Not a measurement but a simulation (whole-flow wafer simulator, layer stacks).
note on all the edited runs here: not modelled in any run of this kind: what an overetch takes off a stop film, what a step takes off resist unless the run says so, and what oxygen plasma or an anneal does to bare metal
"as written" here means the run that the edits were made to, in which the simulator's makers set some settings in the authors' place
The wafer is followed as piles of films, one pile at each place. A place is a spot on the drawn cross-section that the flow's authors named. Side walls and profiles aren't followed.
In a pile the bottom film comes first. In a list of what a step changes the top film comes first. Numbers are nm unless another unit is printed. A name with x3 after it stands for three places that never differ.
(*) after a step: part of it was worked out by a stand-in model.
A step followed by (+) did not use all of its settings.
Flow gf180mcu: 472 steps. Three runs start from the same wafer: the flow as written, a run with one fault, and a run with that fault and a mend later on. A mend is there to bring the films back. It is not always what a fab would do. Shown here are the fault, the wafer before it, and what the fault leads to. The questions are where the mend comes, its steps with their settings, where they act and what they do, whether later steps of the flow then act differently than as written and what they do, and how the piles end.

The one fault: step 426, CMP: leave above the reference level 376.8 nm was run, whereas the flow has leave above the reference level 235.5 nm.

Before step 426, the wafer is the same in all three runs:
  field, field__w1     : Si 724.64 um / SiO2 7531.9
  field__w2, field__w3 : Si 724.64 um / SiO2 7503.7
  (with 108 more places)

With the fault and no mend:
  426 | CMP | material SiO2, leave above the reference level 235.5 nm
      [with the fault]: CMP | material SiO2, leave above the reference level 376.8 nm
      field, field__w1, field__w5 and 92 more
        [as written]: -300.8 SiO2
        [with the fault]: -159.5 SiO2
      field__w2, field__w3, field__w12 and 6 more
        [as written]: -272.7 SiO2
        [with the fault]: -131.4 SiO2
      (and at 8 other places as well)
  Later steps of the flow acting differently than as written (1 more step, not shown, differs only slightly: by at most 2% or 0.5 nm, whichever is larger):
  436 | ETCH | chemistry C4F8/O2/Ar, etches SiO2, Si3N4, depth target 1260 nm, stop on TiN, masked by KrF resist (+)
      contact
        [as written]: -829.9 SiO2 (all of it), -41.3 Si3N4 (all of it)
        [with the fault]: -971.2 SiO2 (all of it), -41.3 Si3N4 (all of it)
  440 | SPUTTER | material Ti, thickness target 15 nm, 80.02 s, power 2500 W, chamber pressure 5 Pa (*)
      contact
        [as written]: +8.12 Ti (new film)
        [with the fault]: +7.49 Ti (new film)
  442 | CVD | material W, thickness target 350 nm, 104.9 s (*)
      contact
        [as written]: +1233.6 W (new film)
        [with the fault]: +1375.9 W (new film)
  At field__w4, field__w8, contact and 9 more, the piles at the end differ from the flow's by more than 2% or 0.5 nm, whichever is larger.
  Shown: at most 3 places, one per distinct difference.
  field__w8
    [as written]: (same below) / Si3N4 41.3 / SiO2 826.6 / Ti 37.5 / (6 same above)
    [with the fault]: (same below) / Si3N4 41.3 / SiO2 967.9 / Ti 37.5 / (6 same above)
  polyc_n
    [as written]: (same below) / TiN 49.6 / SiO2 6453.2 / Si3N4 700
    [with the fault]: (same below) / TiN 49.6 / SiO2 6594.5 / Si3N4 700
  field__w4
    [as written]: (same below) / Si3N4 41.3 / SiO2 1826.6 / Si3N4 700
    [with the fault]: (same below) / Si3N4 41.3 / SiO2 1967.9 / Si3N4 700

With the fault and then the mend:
  After step 426 comes the mend.
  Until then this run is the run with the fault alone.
  426a | CMP | material SiO2, leave above the reference level 235.5 nm (the flow's step 426, run once more)
      field, field__w1, field__w2 and 109 more
        -141.3 SiO2
  Later steps of the flow that are run all act as written at every place that is followed.
  The piles end the same as the flow's at every place that both follow.
